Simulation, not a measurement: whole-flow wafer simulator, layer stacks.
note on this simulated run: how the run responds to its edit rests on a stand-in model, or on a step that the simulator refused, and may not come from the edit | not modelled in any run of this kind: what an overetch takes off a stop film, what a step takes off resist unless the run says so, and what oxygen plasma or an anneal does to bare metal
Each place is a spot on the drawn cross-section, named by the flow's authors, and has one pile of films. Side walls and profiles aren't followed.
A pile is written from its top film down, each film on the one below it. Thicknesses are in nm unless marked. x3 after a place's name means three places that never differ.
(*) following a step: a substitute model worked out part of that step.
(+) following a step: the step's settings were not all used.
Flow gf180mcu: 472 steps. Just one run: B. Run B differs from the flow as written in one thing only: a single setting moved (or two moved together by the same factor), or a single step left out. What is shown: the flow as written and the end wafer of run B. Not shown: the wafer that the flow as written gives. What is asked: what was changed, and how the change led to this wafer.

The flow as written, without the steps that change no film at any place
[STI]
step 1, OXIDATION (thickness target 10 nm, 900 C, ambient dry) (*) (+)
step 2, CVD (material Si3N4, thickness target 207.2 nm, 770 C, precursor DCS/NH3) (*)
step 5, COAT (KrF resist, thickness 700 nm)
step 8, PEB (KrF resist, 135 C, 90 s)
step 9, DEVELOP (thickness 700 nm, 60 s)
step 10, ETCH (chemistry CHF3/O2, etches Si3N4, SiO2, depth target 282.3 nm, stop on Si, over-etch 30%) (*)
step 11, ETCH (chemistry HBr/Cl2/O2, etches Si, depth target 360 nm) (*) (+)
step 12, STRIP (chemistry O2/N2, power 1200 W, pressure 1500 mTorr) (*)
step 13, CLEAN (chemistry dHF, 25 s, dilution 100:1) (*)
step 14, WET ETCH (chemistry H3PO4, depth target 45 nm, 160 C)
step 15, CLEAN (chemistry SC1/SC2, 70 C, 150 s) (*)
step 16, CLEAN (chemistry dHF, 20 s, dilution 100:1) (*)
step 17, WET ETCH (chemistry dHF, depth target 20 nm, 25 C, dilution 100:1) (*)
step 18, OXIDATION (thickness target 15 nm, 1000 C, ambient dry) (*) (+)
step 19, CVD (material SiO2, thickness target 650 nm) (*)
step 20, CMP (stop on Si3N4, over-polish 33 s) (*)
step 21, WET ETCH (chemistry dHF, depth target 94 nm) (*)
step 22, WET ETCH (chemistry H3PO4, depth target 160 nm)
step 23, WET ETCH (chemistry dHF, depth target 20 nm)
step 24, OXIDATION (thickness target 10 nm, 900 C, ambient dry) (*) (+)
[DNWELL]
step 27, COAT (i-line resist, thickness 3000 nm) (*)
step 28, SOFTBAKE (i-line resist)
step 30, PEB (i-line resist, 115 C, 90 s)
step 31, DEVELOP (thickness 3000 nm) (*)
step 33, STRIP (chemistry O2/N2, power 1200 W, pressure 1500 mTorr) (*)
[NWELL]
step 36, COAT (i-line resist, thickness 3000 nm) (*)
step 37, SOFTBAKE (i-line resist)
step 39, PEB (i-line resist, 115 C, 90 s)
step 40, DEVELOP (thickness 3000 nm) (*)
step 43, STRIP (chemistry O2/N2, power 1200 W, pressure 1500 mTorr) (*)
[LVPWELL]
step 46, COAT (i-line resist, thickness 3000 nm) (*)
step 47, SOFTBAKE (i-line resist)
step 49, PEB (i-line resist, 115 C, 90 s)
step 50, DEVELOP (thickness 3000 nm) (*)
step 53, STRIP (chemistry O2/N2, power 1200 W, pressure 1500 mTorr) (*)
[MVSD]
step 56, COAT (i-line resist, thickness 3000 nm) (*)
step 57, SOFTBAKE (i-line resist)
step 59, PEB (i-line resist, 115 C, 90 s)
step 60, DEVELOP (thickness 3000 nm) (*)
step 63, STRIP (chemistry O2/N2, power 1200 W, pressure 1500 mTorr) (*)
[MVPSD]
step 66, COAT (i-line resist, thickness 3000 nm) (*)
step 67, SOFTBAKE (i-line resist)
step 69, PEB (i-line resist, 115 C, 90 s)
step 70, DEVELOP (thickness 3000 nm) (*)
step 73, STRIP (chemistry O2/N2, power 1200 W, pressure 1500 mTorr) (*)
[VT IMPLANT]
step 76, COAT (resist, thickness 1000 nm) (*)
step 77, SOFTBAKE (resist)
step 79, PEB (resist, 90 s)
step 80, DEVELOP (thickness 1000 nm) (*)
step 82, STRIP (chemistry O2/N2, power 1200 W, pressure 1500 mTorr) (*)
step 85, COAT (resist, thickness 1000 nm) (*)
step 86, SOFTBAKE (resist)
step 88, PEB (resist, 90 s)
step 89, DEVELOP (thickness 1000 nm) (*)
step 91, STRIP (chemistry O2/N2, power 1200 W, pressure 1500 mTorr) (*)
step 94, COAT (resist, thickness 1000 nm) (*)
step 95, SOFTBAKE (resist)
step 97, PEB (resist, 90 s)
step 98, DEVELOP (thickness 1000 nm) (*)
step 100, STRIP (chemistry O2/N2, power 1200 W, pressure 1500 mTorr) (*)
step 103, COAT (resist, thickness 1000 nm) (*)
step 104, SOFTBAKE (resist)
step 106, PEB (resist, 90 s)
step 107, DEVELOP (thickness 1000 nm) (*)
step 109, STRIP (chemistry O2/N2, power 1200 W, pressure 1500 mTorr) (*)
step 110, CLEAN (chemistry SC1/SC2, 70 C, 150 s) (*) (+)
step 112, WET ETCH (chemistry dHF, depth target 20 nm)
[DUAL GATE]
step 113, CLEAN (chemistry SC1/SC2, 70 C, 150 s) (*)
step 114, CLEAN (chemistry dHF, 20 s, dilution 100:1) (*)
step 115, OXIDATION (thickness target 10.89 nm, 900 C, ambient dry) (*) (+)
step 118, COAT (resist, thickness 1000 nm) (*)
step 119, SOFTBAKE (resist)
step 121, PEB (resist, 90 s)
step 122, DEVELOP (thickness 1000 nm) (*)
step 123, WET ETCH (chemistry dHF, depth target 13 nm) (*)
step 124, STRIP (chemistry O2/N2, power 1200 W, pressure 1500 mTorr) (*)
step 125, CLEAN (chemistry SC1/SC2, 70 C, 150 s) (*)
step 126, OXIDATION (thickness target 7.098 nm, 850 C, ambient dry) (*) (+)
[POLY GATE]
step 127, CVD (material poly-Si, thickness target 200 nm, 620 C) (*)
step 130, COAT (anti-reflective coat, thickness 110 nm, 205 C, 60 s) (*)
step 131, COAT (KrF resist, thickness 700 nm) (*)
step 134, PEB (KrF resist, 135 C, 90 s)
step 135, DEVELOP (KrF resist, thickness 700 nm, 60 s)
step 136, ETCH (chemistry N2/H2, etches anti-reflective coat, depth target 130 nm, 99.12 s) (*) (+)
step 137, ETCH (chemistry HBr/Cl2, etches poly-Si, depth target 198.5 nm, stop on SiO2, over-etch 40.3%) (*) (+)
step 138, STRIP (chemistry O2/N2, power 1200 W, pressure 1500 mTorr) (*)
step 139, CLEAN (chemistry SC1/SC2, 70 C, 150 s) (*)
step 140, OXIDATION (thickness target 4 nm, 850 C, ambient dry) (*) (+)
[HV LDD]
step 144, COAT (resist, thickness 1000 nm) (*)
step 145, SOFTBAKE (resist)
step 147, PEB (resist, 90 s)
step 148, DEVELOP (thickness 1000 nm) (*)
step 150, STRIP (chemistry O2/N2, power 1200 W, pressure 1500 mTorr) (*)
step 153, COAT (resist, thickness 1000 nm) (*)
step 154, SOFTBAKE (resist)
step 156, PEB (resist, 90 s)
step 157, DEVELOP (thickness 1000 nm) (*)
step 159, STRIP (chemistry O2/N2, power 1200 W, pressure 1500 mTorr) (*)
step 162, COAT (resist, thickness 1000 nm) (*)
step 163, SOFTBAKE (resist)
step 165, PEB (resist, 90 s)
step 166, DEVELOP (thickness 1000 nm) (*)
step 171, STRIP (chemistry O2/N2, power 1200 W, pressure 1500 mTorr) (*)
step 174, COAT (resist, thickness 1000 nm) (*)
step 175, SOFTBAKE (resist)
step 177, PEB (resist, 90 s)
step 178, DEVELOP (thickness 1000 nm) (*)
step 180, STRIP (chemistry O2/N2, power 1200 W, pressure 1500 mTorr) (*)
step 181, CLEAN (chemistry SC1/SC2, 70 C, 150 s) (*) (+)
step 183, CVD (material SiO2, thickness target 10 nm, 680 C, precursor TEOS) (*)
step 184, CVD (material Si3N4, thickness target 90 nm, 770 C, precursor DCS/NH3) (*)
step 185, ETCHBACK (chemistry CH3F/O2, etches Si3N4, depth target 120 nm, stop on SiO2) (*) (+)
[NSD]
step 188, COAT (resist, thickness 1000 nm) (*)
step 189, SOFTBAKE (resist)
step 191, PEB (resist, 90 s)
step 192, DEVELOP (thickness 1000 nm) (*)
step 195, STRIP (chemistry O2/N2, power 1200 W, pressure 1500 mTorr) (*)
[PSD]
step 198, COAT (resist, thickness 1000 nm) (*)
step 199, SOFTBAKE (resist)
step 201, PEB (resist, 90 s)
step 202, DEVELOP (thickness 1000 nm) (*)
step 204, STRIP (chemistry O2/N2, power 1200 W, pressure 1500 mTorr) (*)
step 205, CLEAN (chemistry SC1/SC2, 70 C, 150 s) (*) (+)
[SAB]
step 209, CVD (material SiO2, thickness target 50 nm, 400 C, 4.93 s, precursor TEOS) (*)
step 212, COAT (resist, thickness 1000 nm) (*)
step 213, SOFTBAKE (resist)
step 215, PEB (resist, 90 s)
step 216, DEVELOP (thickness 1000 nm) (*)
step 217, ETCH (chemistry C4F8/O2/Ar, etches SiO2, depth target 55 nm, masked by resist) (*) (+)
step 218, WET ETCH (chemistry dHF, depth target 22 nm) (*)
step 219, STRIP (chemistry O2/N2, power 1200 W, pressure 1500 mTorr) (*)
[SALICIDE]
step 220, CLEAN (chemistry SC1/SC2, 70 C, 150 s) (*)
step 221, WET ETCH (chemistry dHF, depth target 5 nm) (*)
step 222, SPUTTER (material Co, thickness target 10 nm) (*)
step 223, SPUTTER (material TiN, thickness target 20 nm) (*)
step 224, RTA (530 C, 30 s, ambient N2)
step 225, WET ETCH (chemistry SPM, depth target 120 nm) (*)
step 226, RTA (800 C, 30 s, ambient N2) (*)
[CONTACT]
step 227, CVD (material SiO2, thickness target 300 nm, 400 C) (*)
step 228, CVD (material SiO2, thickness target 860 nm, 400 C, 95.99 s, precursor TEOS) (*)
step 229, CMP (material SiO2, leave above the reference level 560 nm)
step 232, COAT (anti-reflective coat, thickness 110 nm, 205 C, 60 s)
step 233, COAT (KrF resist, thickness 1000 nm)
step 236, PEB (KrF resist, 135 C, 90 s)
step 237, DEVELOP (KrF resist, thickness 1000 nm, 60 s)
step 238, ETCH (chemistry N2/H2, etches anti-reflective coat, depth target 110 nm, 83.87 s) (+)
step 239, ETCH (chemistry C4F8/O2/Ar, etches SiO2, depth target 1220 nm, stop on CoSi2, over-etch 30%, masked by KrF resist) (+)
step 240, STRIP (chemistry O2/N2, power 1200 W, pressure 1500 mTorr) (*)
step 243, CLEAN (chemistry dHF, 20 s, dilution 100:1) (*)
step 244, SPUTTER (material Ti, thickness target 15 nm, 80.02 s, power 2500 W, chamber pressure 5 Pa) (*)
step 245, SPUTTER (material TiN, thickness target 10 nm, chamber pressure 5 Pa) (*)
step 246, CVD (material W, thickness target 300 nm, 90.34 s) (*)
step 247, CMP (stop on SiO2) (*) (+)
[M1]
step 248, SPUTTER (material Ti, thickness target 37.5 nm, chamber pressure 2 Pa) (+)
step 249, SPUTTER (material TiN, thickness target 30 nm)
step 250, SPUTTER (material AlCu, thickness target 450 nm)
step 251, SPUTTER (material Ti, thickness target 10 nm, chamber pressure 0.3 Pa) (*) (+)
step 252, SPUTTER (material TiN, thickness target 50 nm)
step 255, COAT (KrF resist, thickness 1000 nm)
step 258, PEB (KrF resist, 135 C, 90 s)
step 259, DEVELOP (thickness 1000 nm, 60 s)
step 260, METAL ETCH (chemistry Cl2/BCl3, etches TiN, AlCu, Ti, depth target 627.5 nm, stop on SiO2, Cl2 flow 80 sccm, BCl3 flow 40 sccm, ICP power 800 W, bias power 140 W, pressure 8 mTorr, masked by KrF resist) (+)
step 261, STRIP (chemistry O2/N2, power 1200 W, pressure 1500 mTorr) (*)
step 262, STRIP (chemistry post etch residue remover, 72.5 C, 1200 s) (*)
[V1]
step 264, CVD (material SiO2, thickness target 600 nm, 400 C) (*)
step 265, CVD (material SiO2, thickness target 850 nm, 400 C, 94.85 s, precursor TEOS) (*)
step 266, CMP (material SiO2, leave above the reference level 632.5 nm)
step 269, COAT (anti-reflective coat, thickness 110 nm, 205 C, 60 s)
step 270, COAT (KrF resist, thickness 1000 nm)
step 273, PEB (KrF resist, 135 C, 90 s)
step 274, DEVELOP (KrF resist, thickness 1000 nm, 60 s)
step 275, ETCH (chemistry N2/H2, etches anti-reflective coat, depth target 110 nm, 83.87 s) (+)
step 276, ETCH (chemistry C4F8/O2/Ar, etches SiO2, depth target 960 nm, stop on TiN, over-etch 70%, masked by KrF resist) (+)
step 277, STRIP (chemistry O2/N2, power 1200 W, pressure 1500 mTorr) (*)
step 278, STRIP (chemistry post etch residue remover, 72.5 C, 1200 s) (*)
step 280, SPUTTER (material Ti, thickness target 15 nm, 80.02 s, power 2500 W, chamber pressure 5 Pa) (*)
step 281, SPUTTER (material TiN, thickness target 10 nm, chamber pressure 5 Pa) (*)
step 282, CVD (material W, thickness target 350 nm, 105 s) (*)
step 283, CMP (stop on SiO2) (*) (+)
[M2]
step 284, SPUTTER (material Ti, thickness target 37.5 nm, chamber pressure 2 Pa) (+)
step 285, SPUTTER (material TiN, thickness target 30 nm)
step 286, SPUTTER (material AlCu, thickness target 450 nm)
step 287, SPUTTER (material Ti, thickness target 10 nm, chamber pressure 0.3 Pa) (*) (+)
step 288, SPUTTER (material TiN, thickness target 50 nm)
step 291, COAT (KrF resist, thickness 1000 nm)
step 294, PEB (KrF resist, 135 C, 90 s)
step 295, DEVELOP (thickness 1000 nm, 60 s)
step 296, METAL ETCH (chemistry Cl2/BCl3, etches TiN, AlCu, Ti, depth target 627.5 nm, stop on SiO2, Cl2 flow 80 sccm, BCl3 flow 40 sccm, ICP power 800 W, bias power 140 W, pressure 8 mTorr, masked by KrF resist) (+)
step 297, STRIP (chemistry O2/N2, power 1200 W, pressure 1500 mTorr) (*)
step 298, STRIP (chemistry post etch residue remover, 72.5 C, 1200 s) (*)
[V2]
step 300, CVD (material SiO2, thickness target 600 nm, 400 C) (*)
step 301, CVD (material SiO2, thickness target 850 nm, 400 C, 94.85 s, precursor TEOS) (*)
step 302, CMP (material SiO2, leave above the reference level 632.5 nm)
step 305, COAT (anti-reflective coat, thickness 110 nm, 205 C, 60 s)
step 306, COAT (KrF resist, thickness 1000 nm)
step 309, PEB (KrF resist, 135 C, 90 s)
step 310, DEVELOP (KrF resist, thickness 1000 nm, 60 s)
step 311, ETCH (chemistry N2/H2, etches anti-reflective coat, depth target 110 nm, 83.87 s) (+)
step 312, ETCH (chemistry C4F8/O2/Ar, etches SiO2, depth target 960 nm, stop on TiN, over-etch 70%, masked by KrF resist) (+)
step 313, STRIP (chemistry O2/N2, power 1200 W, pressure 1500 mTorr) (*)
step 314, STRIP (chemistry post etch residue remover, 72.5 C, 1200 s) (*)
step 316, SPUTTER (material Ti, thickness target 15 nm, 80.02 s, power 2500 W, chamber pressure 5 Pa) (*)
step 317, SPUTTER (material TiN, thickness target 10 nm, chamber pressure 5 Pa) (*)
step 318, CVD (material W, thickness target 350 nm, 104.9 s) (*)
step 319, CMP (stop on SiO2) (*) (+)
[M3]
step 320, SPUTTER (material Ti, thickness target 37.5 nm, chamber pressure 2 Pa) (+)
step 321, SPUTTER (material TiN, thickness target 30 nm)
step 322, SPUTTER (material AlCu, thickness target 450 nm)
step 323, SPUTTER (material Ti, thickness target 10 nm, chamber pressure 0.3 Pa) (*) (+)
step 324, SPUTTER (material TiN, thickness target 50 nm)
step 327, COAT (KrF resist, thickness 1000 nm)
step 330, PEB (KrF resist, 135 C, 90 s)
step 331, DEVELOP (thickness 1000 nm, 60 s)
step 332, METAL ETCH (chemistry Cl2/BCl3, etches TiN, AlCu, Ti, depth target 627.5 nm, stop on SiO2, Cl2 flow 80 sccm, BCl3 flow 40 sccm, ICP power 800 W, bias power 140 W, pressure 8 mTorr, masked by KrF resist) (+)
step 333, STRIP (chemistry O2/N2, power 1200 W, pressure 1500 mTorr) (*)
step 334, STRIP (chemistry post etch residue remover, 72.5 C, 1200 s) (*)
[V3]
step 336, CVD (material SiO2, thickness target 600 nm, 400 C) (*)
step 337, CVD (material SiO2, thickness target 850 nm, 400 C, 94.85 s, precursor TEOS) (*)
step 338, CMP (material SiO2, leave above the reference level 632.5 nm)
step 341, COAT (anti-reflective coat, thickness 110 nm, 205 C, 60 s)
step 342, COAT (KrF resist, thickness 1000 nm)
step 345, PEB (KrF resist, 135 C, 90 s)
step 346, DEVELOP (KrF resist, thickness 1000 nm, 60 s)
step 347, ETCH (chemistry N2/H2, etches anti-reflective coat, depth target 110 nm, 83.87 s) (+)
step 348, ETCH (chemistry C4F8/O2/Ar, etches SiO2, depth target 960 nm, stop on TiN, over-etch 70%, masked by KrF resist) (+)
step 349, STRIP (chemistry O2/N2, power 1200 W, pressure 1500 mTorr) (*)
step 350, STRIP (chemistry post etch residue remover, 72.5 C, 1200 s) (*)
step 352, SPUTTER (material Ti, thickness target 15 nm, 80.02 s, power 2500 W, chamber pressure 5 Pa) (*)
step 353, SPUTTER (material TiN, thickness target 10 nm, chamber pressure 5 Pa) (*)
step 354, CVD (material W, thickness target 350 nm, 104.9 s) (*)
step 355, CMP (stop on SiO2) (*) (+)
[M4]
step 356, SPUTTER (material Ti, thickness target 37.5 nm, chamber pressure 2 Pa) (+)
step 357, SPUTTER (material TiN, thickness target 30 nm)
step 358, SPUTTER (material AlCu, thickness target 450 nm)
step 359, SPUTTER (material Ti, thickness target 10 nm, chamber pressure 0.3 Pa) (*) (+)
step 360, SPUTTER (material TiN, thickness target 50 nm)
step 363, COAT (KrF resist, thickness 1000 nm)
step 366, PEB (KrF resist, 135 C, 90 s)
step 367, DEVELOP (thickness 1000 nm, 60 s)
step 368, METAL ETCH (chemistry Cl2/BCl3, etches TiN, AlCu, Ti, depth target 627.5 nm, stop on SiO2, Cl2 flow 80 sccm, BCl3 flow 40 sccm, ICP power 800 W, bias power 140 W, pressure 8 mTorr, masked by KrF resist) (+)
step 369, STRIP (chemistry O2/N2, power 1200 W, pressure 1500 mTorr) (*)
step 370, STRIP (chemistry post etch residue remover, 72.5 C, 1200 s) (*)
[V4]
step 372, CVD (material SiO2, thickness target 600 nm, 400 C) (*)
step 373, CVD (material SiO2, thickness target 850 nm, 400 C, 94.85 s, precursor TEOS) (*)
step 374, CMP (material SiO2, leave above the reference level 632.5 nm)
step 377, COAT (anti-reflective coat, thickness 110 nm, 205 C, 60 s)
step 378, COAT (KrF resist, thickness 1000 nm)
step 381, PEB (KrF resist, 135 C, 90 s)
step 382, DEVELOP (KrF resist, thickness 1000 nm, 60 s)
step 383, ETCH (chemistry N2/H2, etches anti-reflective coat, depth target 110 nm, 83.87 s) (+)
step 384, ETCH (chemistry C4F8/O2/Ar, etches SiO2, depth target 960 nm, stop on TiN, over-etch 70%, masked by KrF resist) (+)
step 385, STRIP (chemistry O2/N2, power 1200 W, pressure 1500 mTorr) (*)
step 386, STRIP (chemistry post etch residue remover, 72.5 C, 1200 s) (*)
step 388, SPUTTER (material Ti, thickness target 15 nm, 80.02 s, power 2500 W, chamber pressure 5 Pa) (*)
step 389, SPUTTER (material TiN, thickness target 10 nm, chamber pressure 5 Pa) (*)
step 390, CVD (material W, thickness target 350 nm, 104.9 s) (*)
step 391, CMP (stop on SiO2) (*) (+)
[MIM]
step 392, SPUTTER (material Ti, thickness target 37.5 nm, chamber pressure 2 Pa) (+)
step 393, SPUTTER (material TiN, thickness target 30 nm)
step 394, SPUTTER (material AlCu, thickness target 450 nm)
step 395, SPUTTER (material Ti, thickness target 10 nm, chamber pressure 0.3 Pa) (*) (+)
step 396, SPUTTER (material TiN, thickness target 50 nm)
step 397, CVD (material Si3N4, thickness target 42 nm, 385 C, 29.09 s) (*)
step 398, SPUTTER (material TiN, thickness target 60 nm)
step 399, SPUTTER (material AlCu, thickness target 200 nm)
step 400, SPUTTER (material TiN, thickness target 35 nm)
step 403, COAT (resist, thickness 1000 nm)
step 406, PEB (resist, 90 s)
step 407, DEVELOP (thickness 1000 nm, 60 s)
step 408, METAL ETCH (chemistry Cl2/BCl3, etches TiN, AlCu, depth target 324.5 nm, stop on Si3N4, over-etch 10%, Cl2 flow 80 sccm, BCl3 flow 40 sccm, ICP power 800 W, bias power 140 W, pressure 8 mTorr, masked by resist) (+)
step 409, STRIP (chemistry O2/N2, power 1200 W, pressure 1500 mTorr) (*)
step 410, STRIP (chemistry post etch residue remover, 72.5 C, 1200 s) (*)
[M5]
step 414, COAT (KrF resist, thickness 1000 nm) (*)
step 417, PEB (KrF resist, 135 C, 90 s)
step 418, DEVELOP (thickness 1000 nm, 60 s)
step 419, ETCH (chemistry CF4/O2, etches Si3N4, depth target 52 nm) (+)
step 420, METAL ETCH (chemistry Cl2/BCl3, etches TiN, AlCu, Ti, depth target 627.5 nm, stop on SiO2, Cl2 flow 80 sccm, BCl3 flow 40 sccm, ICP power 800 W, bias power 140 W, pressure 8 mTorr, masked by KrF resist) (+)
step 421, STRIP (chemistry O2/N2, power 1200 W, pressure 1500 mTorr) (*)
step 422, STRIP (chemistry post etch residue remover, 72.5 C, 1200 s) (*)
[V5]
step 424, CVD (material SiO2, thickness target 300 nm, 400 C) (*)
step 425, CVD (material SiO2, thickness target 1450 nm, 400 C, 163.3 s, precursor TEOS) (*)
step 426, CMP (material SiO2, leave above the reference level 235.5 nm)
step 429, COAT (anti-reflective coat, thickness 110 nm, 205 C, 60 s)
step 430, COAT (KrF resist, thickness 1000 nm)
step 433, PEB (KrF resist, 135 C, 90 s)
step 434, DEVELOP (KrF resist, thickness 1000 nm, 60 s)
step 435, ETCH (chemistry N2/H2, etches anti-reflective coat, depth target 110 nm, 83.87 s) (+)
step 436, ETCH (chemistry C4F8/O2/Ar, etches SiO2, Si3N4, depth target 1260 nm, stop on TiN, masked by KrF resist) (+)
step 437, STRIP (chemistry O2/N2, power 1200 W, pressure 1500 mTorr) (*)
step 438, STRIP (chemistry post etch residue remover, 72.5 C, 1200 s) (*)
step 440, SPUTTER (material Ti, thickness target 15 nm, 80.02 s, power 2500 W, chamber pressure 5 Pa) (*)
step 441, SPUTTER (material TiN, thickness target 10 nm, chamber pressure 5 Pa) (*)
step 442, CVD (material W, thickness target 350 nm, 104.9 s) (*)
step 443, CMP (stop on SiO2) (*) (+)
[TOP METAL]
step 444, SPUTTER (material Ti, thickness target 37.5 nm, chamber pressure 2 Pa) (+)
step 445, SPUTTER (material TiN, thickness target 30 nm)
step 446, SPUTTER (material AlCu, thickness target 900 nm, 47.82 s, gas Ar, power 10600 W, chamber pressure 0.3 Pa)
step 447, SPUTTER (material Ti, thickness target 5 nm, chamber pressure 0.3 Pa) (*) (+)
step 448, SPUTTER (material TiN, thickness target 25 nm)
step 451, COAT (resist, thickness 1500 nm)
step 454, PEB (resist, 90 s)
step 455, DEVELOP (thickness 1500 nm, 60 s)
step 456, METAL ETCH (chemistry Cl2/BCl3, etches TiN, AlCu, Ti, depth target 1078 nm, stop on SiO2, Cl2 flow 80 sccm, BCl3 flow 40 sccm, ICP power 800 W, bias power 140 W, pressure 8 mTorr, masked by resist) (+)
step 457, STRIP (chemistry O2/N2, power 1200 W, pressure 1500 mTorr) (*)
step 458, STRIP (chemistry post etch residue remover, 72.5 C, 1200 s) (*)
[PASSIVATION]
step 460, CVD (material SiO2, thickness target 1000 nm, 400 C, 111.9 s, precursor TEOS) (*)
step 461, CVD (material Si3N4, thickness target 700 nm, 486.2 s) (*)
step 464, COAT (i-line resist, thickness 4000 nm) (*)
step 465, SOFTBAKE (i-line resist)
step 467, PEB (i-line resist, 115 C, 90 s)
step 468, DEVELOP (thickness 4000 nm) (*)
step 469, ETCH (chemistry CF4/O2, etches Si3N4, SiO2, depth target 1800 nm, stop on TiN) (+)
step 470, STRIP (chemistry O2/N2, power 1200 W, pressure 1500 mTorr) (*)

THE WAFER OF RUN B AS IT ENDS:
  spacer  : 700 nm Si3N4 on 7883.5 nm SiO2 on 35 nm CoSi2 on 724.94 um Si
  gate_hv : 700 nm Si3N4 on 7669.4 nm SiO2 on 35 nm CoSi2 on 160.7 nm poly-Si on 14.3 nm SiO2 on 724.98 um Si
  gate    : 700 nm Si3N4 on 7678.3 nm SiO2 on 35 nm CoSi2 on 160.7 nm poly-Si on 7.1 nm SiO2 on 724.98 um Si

What caused this: step 184, CVD: material Si3N4, thickness target 90 nm, 770 C, precursor DCS/NH3 (*), was omitted.

How this came from the change, step by step:
  step 185, ETCHBACK (chemistry CH3F/O2, etches Si3N4, depth target 120 nm, stop on SiO2) (*) (+)
      field, field__w1, field__w2 and 100 more: -10 SiO2 (it would be, as written: -90 Si3N4 (all of it), -2.5 SiO2)
  step 188, COAT (resist, thickness 1000 nm) (*)
      spacer: +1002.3 resist (new film) (it would be, as written: +920.3 resist (new film))
  step 189, SOFTBAKE (resist)
      field: nothing (it would be, as written: +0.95 resist)
      nw_sep_fld: -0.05 resist (it would be, as written: +1.07 resist)
  step 191, PEB (resist, 90 s)
      spacer: -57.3 resist (it would be, as written: -52.3 resist)
  step 192, DEVELOP (thickness 1000 nm) (*)
      spacer: -945 resist (all of it) (it would be, as written: -868 resist (all of it))
  step 198, COAT (resist, thickness 1000 nm) (*)
      spacer: +1002.3 resist (new film) (it would be, as written: +920.3 resist (new film))
  step 199, SOFTBAKE (resist)
      field: nothing (it would be, as written: +0.95 resist)
      nw_sep_fld: -0.05 resist (it would be, as written: +1.07 resist)
      (as well as at 1 more place)
  step 201, PEB (resist, 90 s)
      spacer: -57.3 resist (it would be, as written: -52.3 resist)
  step 204, STRIP (chemistry O2/N2, power 1200 W, pressure 1500 mTorr) (*)
      spacer: -945 resist (all of it) (it would be, as written: -868 resist (all of it))
  step 205, CLEAN (chemistry SC1/SC2, 70 C, 150 s) (*) (+)
      spacer: -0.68 SiO2 (it would be, as written: -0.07 Si3N4)
  step 209, CVD (material SiO2, thickness target 50 nm, 400 C, 4.93 s, precursor TEOS) (*)
      spacer: +50 SiO2 (it would be, as written: +50 SiO2 (new film))
  step 212, COAT (resist, thickness 1000 nm) (*)
      field__w9: +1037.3 resist (new film) (it would be, as written: +1059.3 resist (new film))
      spacer: +1002.2 resist (new film) (it would be, as written: +919.2 resist (new film))
  step 213, SOFTBAKE (resist)
      field__w9: +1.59 resist (it would be, as written: -1.07 resist)
  step 215, PEB (resist, 90 s)
      field__w9: -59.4 resist (it would be, as written: -60.7 resist)
      spacer: -57.3 resist (it would be, as written: -52.3 resist)
  step 216, DEVELOP (thickness 1000 nm) (*)
      spacer: -944.9 resist (all of it) (it would be, as written: -866.9 resist (all of it))
  step 217, ETCH (chemistry C4F8/O2/Ar, etches SiO2, depth target 55 nm, masked by resist) (*) (+)
      gate, gate_hv, gate_p and 23 more: -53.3 SiO2 (all of it), -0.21 poly-Si (it would be, as written: -55 SiO2)
      spacer: -55 SiO2 (it would be, as written: -50 SiO2 (all of it), -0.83 Si3N4)
  ... another 8 steps ...
  step 229, CMP (material SiO2, leave above the reference level 560 nm)
      ldn_sep__w1, ldn_sep__w2, ldn_dft and 8 more: -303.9 SiO2 (it would be, as written: -311.1 SiO2)
      sti, mim_1p0, pad, dice_street, iso_nw_fld, iso_fld_sub: -289.7 SiO2 (it would be, as written: -297 SiO2)
      (as well as at 42 more places)
If metal films that touch count as one body, spacer has 1 body; the flow as written gives 0 bodies.
